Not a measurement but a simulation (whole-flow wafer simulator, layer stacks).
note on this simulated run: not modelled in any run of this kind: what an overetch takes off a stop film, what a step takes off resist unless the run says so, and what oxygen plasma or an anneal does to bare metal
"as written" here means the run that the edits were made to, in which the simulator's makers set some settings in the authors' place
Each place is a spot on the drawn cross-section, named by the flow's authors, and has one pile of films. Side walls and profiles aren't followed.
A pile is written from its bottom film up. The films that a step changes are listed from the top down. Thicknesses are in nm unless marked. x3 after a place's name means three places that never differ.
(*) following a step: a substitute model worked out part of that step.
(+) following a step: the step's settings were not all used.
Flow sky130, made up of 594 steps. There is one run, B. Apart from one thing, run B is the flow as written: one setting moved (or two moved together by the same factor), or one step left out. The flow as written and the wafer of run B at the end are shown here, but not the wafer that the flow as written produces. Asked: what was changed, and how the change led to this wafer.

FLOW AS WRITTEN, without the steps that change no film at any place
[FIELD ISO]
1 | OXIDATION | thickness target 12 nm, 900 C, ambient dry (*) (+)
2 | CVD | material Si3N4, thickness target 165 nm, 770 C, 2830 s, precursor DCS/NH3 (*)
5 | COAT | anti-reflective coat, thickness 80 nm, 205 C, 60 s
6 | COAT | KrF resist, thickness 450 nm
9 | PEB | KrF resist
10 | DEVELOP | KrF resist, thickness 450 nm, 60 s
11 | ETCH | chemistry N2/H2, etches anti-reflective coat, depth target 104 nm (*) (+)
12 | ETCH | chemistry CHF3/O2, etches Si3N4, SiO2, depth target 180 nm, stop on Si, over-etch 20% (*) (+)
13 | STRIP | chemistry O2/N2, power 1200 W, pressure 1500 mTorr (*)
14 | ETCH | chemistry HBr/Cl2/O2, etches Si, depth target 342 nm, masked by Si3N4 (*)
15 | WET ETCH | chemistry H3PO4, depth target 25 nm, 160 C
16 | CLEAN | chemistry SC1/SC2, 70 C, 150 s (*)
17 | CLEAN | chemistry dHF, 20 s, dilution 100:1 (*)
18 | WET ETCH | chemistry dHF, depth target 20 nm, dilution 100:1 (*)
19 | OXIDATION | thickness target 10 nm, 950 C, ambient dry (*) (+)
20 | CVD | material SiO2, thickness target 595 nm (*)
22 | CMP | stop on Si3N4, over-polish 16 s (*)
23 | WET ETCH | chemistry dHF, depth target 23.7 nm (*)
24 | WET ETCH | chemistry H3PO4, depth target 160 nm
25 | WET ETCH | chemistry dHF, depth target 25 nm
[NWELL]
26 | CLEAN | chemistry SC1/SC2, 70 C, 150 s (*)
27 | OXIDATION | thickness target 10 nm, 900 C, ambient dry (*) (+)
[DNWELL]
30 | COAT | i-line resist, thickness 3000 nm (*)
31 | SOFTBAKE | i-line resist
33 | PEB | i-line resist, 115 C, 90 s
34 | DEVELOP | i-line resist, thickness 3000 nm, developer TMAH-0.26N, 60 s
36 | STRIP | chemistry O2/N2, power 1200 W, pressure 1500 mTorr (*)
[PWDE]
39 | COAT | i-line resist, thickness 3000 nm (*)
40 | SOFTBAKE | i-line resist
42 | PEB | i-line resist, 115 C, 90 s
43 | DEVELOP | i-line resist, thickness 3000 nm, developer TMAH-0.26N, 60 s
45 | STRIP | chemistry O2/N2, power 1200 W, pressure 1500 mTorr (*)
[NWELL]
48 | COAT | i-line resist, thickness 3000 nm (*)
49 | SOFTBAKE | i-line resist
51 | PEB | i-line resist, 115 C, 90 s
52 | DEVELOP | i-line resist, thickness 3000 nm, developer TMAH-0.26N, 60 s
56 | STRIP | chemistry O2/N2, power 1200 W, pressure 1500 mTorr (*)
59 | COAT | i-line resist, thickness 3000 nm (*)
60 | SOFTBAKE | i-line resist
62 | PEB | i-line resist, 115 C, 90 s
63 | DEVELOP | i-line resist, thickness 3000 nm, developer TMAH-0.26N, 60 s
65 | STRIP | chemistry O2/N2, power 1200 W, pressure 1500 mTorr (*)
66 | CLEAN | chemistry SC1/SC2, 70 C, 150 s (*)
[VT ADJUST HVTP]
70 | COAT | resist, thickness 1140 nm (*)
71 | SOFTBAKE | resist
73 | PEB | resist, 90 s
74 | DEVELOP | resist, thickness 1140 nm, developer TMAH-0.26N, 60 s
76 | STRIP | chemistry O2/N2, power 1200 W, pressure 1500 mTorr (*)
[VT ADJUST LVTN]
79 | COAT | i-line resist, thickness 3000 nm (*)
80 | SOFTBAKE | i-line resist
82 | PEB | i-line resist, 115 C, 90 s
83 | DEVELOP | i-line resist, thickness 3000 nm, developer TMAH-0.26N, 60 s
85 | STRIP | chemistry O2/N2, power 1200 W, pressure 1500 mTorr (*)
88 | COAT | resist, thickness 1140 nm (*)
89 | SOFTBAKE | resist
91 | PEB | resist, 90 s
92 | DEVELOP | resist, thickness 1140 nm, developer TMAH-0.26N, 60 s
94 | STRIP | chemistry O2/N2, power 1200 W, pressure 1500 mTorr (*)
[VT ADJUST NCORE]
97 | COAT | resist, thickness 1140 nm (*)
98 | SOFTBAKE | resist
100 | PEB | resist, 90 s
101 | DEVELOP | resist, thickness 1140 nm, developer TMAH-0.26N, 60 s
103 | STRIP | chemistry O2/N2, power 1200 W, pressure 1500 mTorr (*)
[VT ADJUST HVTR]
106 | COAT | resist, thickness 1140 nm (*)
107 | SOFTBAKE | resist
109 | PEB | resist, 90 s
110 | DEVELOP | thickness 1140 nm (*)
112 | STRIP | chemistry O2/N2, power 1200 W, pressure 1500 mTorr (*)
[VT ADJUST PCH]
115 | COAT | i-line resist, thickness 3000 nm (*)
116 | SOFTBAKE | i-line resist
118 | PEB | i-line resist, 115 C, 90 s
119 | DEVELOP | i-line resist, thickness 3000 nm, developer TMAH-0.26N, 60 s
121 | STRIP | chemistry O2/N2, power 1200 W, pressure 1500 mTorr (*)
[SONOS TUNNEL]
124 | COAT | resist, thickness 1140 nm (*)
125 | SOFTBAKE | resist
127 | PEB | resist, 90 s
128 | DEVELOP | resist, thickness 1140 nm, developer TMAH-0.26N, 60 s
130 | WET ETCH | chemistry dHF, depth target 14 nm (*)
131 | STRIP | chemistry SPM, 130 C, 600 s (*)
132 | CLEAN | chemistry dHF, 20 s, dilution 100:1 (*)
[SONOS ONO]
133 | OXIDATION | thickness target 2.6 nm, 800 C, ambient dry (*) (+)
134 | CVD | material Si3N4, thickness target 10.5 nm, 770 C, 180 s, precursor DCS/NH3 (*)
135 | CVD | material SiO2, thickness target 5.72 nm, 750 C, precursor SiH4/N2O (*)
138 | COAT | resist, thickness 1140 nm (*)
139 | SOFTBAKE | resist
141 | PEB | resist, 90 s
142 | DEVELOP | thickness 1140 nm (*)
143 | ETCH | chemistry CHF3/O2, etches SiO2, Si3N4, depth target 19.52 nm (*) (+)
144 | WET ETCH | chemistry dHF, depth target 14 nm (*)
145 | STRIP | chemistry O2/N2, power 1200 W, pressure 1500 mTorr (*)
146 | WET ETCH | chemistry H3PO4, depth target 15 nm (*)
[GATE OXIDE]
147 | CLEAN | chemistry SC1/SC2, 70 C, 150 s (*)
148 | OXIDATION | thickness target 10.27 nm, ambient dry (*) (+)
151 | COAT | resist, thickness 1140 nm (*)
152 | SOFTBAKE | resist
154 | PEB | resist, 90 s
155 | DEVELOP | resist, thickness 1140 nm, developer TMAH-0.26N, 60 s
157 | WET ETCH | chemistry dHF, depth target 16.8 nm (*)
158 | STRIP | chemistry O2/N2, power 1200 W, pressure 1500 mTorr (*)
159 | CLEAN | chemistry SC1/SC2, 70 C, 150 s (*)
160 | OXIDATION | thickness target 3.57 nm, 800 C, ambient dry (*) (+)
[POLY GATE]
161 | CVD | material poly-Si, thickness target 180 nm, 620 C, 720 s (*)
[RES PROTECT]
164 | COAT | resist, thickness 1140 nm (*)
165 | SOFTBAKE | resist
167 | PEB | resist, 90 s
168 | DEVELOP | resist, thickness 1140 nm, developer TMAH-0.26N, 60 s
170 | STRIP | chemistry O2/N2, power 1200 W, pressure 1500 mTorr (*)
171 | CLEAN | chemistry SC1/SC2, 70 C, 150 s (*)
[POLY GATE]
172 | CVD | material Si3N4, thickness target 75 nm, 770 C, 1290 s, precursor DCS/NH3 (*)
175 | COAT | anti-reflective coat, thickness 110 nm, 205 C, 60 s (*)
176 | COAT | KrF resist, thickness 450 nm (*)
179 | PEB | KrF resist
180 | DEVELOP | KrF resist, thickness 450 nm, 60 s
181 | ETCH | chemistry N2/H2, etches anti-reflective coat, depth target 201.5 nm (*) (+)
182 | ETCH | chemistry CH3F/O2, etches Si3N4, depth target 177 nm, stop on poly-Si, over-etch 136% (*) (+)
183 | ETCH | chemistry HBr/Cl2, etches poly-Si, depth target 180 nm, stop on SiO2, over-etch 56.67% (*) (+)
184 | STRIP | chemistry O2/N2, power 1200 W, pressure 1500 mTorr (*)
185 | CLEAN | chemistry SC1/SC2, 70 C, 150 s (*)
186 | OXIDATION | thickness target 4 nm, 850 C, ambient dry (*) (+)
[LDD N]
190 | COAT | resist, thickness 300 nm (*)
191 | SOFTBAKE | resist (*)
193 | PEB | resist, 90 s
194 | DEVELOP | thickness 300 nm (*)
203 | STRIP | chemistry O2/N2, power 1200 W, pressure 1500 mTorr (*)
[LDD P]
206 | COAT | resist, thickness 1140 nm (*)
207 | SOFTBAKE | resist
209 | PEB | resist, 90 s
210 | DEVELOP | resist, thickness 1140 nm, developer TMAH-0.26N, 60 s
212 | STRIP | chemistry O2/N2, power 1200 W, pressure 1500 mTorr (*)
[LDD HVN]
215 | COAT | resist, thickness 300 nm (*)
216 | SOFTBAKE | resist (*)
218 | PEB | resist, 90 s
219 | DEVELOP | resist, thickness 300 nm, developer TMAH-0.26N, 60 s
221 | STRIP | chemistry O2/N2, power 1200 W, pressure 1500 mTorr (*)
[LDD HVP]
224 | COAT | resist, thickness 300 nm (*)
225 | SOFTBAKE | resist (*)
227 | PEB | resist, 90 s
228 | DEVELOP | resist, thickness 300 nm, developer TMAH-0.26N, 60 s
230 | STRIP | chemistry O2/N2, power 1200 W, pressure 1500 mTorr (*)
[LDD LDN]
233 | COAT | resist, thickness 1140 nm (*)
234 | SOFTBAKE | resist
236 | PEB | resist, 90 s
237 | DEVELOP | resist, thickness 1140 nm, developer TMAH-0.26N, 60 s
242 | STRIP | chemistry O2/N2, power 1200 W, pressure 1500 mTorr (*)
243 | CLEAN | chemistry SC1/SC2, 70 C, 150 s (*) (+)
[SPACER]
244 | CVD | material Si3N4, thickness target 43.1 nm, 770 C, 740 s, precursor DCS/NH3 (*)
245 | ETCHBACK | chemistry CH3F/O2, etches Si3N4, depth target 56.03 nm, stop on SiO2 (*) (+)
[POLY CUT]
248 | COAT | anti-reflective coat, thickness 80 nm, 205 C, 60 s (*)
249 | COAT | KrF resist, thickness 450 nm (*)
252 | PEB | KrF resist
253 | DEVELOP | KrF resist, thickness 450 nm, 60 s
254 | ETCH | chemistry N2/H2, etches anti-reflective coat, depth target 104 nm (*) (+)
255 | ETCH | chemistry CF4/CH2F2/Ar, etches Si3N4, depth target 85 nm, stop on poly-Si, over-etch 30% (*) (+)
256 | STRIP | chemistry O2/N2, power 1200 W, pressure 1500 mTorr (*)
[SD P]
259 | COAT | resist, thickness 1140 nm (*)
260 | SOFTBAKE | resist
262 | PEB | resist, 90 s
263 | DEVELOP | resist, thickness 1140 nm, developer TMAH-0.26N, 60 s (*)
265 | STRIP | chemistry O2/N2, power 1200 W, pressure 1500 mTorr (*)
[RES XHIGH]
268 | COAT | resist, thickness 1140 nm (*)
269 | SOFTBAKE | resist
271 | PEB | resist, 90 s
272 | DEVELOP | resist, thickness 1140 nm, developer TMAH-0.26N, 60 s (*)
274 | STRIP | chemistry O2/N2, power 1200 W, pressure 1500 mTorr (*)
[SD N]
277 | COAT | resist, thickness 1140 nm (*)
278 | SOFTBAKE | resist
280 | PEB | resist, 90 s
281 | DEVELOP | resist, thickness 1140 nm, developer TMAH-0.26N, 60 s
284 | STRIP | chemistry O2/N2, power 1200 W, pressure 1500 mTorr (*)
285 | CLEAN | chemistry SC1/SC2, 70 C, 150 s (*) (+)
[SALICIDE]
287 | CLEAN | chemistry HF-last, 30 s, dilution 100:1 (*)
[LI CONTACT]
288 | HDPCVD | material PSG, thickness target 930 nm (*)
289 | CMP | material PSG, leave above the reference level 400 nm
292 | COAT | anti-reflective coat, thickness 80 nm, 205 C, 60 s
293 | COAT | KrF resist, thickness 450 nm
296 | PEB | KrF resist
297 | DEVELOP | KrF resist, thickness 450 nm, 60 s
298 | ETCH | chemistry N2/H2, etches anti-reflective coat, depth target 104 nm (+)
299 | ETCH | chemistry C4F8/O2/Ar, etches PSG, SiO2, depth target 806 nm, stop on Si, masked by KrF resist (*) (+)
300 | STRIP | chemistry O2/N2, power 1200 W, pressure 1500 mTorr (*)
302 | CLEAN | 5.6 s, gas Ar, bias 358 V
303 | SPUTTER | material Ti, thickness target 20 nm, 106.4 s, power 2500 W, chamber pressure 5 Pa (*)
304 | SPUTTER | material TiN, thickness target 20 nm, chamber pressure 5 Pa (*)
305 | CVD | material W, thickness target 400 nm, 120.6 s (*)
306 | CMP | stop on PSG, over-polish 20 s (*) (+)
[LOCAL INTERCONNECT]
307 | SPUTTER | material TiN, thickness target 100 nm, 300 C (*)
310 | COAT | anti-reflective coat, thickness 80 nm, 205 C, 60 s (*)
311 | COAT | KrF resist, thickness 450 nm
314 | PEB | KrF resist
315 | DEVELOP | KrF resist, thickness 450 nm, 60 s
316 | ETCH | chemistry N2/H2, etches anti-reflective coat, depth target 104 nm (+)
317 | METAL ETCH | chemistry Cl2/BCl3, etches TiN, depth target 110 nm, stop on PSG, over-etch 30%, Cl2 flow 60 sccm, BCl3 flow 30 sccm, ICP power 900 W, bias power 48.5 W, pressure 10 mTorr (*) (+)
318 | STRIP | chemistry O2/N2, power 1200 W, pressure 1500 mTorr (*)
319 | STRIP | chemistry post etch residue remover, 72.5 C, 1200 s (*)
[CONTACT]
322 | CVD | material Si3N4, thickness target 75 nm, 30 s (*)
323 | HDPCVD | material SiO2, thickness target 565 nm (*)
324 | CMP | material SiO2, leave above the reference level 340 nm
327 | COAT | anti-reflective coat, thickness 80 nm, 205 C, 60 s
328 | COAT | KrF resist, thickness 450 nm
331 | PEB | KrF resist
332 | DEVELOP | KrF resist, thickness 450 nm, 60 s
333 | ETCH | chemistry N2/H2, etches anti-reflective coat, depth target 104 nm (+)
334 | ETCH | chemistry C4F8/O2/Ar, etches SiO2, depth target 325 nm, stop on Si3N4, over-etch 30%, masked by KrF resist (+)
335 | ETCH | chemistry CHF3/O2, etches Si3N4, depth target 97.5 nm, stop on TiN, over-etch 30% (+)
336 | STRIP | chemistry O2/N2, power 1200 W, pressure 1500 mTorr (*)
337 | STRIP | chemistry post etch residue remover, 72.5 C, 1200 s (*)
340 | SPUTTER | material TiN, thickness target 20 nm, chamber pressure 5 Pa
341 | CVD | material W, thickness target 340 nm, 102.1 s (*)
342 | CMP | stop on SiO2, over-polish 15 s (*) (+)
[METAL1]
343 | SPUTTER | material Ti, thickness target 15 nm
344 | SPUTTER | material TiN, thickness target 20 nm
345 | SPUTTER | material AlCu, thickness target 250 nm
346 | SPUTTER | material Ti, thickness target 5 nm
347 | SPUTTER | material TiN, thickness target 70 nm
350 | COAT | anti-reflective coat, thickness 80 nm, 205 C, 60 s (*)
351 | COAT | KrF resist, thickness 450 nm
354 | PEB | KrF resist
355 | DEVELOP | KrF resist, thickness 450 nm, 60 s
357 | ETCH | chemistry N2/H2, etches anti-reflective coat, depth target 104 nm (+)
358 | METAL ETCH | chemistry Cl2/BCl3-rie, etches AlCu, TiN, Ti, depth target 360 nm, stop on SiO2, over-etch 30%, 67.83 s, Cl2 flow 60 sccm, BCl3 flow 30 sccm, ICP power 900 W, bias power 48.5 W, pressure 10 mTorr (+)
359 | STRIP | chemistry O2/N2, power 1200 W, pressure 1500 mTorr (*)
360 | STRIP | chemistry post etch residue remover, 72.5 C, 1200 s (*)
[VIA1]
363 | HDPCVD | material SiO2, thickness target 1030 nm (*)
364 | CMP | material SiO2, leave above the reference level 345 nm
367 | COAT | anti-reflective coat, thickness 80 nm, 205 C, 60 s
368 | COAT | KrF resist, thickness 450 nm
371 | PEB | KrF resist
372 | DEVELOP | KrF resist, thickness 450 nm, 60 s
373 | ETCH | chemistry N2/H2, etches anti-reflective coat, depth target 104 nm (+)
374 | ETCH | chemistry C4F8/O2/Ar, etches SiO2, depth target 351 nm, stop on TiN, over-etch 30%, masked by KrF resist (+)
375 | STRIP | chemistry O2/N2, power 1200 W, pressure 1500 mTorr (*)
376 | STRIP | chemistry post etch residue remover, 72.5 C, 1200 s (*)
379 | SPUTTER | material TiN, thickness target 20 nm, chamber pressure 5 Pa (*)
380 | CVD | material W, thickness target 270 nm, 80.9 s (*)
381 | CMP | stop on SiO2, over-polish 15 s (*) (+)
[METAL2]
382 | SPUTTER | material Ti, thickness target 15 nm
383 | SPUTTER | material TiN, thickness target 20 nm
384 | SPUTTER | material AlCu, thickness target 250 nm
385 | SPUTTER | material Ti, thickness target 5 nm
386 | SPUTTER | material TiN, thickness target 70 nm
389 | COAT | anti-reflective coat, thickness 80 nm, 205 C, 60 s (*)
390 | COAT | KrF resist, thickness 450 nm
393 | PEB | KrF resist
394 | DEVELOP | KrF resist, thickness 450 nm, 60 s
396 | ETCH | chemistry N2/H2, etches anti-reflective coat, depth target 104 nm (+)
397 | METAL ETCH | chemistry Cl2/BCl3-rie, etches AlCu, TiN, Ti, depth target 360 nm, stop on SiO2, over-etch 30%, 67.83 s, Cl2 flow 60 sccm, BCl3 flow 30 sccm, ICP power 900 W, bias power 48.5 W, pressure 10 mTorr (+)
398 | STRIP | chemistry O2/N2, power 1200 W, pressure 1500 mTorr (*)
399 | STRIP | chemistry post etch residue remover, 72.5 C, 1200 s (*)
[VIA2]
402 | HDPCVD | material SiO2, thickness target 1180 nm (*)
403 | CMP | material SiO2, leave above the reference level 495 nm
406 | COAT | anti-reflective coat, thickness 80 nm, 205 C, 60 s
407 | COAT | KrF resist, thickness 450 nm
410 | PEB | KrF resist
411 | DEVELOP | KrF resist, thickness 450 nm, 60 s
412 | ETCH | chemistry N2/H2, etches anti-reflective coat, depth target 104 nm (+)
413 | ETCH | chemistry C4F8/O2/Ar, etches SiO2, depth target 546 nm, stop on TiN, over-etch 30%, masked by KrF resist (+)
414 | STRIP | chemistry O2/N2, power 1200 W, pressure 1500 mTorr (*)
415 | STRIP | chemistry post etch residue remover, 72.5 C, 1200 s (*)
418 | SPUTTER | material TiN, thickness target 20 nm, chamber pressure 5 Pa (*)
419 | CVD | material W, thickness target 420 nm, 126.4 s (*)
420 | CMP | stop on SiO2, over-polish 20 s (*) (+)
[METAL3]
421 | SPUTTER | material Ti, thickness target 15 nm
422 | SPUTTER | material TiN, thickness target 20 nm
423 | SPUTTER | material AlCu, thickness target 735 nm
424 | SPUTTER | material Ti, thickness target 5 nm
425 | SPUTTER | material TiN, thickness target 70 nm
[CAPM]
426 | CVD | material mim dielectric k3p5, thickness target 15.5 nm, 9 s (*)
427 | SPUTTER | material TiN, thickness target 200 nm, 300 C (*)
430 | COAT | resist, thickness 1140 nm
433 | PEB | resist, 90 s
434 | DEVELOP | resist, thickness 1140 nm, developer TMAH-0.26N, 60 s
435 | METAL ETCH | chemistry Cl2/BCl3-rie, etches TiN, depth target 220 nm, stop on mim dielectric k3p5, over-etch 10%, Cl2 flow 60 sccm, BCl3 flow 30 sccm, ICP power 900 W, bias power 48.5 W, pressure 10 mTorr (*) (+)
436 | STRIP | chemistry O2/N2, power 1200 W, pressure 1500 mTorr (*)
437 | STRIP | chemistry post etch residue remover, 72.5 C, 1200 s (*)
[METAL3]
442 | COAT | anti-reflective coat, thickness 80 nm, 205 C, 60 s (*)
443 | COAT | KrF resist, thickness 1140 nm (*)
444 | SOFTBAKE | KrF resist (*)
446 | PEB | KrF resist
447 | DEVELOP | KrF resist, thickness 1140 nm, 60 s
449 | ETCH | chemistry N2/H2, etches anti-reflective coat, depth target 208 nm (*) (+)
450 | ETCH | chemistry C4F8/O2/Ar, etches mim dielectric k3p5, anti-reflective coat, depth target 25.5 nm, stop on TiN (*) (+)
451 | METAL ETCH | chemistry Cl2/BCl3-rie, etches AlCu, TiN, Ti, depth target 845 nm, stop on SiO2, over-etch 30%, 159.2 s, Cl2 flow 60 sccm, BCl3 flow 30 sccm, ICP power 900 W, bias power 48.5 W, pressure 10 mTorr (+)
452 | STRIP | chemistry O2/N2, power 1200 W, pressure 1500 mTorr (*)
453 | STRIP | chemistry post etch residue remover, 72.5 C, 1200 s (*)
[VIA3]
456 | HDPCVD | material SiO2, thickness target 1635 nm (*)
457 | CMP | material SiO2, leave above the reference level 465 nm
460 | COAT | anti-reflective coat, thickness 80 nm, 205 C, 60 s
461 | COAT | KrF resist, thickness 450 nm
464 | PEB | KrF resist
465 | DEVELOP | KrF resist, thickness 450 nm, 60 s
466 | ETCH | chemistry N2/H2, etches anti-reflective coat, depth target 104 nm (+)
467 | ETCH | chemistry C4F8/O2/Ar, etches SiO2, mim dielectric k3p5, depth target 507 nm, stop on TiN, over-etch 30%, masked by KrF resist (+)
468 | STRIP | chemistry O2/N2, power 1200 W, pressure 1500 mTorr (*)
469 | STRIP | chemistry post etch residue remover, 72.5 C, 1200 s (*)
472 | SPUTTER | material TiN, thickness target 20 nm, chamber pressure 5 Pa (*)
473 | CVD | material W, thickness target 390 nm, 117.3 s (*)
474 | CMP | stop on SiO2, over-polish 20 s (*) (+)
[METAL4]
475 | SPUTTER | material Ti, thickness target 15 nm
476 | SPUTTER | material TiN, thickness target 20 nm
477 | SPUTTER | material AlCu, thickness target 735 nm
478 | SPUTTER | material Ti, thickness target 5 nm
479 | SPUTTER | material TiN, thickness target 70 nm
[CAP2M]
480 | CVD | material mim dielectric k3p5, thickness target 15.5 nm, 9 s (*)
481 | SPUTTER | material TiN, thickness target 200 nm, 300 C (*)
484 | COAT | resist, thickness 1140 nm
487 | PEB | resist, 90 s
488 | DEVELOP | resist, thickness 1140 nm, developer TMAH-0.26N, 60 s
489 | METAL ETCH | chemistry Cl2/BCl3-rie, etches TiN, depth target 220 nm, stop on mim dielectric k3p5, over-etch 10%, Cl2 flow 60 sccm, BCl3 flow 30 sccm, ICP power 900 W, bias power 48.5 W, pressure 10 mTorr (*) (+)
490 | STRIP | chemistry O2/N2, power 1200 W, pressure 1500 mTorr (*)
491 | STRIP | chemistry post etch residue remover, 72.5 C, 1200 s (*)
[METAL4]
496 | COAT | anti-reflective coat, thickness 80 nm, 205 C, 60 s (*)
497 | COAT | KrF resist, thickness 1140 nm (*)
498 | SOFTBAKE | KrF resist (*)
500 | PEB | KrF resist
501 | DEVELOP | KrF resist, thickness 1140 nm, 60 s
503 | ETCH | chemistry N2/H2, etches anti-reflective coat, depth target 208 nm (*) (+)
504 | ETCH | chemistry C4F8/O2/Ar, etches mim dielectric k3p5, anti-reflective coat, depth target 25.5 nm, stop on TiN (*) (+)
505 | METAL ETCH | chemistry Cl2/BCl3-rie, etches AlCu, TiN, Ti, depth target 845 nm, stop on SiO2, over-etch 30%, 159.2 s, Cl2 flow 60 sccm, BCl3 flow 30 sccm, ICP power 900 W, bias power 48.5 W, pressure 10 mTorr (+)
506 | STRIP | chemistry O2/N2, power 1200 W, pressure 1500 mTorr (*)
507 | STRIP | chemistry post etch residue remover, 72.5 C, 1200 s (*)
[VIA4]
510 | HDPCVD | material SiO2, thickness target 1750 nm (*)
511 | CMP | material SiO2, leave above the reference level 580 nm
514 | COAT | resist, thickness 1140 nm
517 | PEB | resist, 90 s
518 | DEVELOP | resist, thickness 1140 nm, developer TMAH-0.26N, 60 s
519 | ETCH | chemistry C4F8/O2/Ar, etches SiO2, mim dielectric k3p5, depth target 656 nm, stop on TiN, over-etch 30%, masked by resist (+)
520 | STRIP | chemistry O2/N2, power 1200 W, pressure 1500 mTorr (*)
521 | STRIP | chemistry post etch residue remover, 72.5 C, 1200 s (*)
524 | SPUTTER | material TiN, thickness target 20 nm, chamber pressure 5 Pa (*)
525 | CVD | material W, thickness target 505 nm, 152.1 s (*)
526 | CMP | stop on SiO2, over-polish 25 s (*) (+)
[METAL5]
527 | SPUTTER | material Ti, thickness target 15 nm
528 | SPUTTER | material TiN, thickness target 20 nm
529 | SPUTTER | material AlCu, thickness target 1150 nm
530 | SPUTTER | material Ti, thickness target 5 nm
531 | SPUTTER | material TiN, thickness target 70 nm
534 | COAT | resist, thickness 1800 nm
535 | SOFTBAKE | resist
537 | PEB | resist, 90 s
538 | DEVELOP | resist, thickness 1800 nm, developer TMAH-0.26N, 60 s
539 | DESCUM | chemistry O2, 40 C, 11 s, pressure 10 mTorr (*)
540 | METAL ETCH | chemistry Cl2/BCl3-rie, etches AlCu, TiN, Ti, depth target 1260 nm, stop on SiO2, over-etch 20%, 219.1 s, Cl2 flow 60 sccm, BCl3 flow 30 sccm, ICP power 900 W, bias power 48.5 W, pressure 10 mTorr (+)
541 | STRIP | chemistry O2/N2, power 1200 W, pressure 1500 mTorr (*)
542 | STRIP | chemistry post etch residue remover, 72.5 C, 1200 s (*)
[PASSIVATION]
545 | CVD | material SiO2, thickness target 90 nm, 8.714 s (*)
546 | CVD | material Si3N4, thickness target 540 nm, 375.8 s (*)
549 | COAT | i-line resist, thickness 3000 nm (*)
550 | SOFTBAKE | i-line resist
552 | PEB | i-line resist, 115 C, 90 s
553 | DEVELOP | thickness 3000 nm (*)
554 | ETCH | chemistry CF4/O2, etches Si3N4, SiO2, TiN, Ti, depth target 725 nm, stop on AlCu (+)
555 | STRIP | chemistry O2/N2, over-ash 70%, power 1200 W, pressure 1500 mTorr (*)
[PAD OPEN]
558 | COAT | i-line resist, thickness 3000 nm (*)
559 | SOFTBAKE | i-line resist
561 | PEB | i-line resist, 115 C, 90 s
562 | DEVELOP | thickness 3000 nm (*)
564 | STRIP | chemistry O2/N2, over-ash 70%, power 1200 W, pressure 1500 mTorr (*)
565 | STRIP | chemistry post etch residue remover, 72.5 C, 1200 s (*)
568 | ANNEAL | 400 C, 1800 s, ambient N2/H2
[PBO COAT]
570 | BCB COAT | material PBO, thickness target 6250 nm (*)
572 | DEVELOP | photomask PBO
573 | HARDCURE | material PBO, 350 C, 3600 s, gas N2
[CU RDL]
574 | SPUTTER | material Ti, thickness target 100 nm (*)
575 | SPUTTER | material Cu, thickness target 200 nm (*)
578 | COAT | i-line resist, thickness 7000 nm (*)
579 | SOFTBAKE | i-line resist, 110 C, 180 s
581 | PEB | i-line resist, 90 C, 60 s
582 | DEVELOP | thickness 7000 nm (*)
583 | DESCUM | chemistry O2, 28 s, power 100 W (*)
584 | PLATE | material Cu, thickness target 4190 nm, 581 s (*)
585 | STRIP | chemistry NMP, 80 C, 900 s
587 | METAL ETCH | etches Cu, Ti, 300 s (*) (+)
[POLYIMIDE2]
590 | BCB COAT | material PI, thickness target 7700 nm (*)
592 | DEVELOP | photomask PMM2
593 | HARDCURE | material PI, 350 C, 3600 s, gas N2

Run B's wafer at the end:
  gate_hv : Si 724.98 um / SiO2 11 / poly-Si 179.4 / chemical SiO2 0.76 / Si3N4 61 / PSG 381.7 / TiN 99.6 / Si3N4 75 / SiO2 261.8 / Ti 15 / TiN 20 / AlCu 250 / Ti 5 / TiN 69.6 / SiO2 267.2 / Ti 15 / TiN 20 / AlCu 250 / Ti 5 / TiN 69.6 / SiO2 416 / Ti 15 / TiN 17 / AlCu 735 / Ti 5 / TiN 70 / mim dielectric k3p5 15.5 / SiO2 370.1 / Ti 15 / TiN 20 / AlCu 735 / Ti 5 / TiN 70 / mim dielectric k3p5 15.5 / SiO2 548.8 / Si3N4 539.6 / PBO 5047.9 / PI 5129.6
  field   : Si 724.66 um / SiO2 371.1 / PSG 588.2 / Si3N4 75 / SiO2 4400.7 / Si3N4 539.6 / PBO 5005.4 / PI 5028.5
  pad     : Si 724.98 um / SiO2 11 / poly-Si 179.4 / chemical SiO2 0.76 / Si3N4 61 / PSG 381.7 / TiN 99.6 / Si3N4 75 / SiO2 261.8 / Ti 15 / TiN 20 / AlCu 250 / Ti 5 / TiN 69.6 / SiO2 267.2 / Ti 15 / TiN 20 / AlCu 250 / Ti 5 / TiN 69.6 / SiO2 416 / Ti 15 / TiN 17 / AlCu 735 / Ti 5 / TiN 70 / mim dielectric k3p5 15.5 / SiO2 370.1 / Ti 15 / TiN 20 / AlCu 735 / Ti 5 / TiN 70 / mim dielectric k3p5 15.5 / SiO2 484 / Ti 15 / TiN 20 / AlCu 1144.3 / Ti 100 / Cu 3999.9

The reason: step 422, SPUTTER: thickness target 17 nm was run, while the flow as written has thickness target 20 nm.
The wafer itself shows it: gate_hv has TiN 17, and step 422 as written asks for 20 nm.

The path from the change to this, step by step:
  422 | SPUTTER | material TiN, thickness target 20 nm
      field, active, n_well and 188 more: +17 TiN (new film) (in the flow as written it would be: +20 TiN (new film))
  451 | METAL ETCH | chemistry Cl2/BCl3-rie, etches AlCu, TiN, Ti, depth target 845 nm, stop on SiO2, over-etch 30%, 159.2 s, Cl2 flow 60 sccm, BCl3 flow 30 sccm, ICP power 900 W, bias power 48.5 W, pressure 10 mTorr (+)
      field, active, gate and 62 more: -70 TiN (all of it), -5 Ti (all of it), -735 AlCu (all of it), -17 TiN (all of it), -15 Ti (all of it), -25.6 SiO2 (in the flow as written it would be: -70 TiN (all of it), -5 Ti (all of it), -735 AlCu (all of it), -20 TiN (all of it), -15 Ti (all of it), -25.4 SiO2)
      vpp_ln, vpp_iso2, ndiff_ln, ndiff_cd, via1_hole, via1_enc, via_li1, m2_ln_cd: -70 TiN (all of it), -5 Ti (all of it), -735 AlCu (all of it), -17 TiN (all of it), -15 Ti (all of it), -25.6 SiO2 (in the flow as written it would be: -70 TiN (all of it), -5 Ti (all of it), -735 AlCu (all of it), -20 TiN (all of it), -15 Ti (all of it), -25.3 SiO2)
      (and at 12 other places as well)
